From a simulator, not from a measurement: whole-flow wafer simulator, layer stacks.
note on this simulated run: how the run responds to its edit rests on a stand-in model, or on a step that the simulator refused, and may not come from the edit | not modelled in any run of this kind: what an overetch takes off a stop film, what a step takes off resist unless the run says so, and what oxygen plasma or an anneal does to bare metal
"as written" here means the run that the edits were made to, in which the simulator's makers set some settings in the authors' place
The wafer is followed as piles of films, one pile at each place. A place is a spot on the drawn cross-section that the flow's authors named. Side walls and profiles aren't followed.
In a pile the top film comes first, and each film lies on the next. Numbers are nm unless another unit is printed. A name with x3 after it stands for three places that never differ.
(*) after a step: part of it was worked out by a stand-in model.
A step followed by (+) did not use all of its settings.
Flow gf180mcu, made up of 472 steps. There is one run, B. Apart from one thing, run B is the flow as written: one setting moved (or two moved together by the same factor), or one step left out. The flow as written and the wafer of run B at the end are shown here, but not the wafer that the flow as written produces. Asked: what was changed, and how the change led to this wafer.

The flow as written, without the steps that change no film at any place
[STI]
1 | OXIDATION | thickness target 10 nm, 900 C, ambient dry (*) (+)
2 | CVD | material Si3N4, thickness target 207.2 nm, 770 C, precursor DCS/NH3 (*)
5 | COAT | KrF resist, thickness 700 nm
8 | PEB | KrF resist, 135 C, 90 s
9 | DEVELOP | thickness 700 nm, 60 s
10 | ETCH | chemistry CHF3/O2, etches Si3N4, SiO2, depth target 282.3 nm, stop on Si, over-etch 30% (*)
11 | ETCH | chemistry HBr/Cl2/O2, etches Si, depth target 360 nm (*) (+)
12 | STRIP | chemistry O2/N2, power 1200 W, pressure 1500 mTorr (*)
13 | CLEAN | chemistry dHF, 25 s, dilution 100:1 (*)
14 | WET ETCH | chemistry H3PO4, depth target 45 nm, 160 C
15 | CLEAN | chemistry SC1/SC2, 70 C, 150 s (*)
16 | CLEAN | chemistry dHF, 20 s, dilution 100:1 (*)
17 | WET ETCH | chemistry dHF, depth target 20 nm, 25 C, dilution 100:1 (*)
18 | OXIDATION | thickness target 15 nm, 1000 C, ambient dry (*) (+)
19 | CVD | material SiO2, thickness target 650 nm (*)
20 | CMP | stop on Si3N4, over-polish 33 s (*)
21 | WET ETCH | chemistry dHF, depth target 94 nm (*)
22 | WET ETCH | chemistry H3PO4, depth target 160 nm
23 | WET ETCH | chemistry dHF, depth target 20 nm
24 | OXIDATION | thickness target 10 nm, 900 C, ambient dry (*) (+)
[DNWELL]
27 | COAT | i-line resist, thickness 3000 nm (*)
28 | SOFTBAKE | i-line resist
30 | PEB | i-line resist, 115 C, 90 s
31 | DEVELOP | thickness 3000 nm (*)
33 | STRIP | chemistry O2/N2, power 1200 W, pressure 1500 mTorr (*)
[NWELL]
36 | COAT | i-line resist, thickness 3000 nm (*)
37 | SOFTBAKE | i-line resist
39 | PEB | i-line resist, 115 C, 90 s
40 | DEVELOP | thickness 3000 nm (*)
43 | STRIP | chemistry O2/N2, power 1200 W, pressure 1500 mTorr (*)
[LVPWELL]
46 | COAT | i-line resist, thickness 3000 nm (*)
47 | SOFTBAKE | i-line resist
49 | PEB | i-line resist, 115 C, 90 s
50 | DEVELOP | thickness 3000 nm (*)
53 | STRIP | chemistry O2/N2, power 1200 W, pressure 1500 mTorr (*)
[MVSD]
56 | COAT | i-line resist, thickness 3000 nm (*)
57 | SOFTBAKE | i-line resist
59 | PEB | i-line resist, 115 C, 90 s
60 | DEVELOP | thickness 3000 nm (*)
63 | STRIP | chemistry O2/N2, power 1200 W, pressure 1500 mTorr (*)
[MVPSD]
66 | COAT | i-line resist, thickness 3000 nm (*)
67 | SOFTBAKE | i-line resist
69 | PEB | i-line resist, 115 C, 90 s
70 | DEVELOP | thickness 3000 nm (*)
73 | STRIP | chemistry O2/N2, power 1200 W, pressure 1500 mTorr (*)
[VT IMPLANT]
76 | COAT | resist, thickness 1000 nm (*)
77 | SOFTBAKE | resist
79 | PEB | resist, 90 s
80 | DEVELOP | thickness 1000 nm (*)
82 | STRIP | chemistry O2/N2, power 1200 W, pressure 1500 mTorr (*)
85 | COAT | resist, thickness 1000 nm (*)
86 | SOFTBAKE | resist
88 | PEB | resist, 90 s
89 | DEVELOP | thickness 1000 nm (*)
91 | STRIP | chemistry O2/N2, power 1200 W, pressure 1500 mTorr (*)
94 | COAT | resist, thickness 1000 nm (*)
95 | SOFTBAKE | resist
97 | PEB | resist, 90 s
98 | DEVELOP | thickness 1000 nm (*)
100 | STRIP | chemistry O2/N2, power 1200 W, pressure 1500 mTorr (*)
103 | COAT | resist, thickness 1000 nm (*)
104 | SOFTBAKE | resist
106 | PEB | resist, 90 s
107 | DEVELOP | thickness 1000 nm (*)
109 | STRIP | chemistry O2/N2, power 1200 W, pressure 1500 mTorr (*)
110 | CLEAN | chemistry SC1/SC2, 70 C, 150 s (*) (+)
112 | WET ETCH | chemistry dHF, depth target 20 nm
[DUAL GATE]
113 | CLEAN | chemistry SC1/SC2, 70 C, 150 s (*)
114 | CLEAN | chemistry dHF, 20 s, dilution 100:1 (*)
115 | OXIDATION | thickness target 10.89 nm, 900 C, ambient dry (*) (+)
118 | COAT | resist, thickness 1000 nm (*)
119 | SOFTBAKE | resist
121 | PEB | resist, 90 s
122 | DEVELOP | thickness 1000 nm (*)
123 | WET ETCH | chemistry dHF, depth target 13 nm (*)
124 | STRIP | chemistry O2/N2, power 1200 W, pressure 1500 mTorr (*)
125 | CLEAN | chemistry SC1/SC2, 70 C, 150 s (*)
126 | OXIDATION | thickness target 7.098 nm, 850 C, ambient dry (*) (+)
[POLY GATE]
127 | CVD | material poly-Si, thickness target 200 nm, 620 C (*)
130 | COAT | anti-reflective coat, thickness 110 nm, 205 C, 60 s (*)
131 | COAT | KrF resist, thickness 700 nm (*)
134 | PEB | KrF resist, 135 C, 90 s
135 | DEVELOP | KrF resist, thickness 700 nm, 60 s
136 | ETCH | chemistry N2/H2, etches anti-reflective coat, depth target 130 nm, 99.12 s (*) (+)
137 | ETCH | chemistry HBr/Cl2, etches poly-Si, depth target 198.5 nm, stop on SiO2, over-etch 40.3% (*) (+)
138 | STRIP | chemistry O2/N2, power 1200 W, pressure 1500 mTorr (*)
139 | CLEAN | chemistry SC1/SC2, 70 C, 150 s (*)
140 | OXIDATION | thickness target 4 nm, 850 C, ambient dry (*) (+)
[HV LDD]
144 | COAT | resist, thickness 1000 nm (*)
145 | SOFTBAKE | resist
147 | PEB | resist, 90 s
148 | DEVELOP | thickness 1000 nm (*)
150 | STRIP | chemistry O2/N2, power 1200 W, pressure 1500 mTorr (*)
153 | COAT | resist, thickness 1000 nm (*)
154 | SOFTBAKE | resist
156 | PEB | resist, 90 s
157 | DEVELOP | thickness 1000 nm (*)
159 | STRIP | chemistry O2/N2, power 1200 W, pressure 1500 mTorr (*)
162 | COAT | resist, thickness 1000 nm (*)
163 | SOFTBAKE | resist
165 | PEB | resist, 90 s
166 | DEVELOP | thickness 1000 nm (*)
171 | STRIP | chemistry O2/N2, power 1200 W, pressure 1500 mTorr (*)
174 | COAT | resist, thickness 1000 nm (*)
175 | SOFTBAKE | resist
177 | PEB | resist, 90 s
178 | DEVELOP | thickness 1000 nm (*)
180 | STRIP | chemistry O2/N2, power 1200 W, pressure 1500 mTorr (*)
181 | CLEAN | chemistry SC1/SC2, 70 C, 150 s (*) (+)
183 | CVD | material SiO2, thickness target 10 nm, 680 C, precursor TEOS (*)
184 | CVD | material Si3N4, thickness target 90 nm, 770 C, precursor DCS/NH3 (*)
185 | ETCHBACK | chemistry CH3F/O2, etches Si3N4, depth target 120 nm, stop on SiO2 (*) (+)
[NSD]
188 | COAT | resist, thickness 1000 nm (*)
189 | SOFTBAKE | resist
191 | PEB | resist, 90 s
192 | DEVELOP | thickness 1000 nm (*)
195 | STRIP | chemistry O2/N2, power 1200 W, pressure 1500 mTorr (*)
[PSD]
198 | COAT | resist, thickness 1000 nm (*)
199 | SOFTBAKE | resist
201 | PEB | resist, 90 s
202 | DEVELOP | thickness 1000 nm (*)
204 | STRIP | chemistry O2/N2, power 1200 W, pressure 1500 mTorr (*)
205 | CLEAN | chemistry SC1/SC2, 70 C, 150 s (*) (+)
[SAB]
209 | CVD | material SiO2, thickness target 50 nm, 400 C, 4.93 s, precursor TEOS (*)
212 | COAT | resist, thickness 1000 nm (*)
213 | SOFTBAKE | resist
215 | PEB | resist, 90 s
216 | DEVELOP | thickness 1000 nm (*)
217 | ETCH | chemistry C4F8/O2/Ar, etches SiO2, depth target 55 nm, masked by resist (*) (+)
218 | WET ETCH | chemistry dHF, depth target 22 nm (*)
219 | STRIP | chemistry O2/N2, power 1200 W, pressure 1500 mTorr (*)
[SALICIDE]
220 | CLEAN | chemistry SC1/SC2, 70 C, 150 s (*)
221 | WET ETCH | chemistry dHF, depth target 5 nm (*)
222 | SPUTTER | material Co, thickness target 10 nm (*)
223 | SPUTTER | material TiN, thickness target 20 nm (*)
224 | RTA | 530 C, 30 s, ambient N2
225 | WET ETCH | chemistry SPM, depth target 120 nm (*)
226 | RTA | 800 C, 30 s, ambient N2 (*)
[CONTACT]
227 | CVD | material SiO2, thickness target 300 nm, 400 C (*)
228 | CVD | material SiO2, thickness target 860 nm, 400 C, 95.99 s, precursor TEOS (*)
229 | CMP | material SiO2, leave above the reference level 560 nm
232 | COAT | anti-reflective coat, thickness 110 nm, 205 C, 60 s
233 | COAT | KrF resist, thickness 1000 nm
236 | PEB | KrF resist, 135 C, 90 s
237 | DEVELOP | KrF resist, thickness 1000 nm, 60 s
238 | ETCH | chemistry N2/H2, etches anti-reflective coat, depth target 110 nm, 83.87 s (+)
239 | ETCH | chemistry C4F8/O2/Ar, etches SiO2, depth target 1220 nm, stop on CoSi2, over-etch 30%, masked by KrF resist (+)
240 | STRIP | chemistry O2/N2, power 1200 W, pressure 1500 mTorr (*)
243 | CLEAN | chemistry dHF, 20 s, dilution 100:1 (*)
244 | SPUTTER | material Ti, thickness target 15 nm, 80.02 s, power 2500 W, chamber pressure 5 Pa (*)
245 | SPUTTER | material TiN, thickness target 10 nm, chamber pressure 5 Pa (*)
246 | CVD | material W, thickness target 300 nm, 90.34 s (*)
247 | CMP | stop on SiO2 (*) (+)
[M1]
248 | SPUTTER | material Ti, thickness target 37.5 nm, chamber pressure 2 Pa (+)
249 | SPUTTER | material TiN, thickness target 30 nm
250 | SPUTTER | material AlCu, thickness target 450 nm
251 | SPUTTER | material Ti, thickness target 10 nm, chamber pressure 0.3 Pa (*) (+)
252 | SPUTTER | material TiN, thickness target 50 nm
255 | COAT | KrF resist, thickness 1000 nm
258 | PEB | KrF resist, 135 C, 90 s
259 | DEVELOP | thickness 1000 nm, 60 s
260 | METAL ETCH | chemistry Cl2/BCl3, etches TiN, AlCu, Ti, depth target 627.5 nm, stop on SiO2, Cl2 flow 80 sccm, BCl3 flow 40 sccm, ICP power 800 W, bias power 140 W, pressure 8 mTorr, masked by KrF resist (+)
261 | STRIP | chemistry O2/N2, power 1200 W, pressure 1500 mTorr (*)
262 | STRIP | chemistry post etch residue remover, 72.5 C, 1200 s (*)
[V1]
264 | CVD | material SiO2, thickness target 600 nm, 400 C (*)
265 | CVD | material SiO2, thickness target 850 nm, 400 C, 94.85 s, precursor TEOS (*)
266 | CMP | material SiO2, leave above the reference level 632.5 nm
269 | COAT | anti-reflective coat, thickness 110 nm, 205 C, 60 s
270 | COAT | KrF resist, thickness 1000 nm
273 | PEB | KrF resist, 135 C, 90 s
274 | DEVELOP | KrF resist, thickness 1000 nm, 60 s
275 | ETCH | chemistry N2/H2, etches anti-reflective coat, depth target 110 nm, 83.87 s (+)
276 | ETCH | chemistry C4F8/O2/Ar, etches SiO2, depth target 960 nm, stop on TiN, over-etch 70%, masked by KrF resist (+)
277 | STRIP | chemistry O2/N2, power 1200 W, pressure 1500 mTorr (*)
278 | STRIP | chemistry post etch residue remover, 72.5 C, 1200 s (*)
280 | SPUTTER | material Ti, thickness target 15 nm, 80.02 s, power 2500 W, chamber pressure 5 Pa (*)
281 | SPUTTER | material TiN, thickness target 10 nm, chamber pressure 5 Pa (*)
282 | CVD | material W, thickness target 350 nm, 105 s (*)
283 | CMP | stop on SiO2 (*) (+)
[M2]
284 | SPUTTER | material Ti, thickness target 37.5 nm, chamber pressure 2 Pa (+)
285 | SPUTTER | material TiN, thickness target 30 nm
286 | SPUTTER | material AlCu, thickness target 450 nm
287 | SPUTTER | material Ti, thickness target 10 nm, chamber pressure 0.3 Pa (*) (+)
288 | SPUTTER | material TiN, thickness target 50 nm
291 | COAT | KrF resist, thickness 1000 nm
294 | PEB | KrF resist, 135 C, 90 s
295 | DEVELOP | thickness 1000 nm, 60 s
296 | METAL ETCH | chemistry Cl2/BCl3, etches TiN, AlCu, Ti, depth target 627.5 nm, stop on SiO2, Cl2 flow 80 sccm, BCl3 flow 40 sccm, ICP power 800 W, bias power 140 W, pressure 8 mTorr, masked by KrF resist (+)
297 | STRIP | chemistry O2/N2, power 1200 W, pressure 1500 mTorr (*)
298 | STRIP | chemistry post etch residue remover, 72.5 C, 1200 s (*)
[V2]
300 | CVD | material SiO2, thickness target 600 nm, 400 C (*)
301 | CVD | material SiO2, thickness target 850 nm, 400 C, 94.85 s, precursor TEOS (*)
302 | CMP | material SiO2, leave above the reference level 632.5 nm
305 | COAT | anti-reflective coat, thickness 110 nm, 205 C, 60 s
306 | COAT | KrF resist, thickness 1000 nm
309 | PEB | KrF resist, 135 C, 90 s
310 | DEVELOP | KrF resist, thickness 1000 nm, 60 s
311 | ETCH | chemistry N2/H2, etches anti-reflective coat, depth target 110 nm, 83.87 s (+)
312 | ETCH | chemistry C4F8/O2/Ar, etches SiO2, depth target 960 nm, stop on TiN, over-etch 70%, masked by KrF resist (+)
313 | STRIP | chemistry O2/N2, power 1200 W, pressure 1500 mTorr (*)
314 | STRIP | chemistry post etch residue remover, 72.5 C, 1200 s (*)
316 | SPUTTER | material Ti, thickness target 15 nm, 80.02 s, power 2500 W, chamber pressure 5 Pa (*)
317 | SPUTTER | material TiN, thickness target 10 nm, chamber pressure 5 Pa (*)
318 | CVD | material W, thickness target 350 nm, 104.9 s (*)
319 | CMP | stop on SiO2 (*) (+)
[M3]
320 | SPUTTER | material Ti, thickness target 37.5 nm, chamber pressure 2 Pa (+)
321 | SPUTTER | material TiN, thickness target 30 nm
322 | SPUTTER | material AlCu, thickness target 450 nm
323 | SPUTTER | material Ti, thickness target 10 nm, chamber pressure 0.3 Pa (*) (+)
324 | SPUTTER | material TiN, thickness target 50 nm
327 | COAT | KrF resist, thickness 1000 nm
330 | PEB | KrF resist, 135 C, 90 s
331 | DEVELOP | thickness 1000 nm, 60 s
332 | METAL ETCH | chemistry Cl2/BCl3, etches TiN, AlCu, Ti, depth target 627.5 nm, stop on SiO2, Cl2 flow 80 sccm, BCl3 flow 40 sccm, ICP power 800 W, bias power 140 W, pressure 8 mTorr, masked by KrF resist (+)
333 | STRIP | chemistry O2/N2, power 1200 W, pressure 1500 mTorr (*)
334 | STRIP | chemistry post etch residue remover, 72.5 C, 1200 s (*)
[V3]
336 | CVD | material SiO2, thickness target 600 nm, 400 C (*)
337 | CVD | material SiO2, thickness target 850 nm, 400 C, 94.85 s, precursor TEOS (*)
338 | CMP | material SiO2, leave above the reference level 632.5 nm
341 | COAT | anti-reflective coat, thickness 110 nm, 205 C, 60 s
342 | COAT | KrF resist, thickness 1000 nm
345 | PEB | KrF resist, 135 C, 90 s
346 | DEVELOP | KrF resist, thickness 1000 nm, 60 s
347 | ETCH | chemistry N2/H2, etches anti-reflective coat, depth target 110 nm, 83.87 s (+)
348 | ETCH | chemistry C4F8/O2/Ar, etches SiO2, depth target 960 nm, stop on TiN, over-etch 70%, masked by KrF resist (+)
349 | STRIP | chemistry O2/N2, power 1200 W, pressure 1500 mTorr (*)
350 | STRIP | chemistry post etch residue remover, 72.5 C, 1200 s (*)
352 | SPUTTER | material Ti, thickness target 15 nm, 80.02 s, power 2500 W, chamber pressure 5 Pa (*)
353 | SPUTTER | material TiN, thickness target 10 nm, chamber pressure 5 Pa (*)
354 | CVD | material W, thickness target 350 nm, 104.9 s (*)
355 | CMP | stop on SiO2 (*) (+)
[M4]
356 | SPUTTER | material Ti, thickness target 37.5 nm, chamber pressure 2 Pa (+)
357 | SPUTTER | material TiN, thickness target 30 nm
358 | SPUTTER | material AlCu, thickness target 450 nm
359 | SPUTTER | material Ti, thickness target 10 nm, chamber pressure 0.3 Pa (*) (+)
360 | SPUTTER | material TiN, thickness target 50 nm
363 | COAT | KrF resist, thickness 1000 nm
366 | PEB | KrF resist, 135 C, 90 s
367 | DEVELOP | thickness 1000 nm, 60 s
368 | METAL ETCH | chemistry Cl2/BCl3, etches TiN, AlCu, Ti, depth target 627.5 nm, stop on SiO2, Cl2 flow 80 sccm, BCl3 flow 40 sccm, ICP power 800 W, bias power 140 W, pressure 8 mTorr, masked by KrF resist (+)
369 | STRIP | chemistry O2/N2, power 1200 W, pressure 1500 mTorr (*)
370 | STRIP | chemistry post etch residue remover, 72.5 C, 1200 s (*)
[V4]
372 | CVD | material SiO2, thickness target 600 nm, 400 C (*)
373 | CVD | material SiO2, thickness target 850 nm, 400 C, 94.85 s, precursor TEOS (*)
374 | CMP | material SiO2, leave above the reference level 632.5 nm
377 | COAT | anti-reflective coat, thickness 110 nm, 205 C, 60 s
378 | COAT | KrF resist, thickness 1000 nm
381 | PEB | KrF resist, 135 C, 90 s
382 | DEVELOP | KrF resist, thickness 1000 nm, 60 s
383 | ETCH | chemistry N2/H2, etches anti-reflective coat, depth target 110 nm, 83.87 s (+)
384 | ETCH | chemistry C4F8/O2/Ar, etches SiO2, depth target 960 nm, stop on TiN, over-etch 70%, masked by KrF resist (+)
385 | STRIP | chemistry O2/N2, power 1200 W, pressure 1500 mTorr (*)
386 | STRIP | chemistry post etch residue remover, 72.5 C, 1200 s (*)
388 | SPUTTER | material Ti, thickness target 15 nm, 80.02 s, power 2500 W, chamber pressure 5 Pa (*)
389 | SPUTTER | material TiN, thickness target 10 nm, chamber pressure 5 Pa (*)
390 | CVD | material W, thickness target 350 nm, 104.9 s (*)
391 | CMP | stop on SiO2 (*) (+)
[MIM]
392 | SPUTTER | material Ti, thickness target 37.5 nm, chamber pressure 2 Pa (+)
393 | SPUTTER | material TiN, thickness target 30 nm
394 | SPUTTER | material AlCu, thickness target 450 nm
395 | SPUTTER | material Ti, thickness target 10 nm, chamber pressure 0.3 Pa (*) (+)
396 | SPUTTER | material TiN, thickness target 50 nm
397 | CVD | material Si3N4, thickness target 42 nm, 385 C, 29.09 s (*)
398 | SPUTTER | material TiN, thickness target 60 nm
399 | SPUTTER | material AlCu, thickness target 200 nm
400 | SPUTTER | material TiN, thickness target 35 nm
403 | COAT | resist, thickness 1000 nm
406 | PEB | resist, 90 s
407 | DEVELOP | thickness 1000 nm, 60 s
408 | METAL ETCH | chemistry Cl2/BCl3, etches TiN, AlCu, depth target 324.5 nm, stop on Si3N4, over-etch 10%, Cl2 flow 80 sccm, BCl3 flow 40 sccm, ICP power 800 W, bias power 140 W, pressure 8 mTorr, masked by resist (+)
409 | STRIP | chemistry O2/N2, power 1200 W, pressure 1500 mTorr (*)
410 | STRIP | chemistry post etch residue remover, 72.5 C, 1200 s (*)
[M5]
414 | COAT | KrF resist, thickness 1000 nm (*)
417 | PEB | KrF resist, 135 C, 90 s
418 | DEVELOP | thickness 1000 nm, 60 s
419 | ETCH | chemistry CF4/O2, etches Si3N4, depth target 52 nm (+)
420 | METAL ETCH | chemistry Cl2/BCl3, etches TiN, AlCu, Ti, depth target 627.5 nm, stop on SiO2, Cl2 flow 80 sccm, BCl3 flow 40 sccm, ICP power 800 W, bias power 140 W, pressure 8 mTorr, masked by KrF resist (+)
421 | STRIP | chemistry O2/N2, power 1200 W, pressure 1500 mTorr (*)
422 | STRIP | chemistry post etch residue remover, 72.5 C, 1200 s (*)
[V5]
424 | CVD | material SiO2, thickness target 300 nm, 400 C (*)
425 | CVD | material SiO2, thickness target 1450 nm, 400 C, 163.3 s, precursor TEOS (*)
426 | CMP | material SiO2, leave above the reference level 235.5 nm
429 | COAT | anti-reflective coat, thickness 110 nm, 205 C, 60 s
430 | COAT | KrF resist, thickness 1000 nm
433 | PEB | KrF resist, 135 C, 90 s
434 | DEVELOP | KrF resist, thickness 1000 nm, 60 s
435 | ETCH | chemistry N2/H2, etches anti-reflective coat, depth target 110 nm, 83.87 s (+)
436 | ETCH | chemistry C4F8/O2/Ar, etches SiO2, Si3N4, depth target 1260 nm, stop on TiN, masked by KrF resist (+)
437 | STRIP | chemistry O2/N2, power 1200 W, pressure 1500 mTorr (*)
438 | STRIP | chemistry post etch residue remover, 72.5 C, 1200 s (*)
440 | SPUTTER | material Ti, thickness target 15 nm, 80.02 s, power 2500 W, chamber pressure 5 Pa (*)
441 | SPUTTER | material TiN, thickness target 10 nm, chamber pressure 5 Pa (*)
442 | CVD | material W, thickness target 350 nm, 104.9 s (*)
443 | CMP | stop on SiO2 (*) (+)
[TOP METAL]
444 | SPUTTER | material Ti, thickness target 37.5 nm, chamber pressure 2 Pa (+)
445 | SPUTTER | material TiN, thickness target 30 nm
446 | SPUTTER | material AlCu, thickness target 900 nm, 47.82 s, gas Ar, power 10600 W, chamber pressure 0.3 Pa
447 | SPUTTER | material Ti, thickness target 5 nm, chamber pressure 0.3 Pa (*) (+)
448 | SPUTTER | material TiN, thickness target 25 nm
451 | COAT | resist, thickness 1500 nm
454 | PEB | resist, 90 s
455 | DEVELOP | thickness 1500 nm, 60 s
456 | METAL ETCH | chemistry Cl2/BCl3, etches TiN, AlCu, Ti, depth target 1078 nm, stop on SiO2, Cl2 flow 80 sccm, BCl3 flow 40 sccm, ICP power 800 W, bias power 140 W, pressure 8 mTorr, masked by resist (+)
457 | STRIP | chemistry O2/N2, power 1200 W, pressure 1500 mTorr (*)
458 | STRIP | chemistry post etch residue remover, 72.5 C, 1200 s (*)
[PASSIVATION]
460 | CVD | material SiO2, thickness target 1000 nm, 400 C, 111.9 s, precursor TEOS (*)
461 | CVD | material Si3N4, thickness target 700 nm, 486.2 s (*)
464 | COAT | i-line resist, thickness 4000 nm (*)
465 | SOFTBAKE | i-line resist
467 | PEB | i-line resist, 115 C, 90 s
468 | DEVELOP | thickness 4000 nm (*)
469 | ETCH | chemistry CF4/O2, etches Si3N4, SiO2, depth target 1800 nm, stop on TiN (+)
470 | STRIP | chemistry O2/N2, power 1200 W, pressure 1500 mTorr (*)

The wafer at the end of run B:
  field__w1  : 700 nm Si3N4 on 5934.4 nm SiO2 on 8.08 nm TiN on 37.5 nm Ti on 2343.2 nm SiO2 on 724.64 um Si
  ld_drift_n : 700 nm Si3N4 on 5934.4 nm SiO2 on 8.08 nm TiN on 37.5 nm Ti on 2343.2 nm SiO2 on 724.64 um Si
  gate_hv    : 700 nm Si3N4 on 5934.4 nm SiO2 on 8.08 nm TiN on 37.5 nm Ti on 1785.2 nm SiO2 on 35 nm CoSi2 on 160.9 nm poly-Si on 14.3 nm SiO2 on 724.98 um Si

What caused this: step 285, SPUTTER: thickness target 36 nm was run, whereas the flow has thickness target 30 nm; step 286, SPUTTER: thickness target 540 nm was run, where the flow has thickness target 450 nm.

How this came from the change, step by step:
  285 | SPUTTER | material TiN, thickness target 30 nm
      field, field__w1, field__w2 and 108 more: TiN gains 36 (new film) (it would be, as written: TiN gains 30 (new film))
  286 | SPUTTER | material AlCu, thickness target 450 nm
      field, field__w1, field__w2 and 108 more: AlCu gains 540 (new film) (it would be, as written: AlCu gains 450 (new film))
  296 | METAL ETCH | chemistry Cl2/BCl3, etches TiN, AlCu, Ti, depth target 627.5 nm, stop on SiO2, Cl2 flow 80 sccm, BCl3 flow 40 sccm, ICP power 800 W, bias power 140 W, pressure 8 mTorr, masked by KrF resist (+)
      field, field__w1, field__w2 and 103 more: TiN loses 50 (all of it), Ti loses 10 (all of it), AlCu loses 540 (all of it), TiN loses 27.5 (it would be, as written: TiN loses 50 (all of it), Ti loses 10 (all of it), AlCu loses 450 (all of it), TiN loses 30 (all of it), Ti loses 37.5 (all of it))
  300 | CVD | material SiO2, thickness target 600 nm, 400 C (*)
      field, field__w1, field__w2 and 103 more: SiO2 gains 600 (new film) (it would be, as written: SiO2 gains 600)
  302 | CMP | material SiO2, leave above the reference level 632.5 nm
      field, field__w1, field__w2 and 103 more: SiO2 loses 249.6 (it would be, as written: SiO2 loses 300)
With metal films that touch counted as one body, field__w1 has 1 body; the flow as written gives 0 bodies.
With metal films that touch counted as one body, ld_drift_n has 1 body; the flow as written gives 0 bodies.
With metal films that touch counted as one body, gate_hv has 2 bodies (between them, from the top down: SiO2 1785.2); the flow as written gives 1 body.
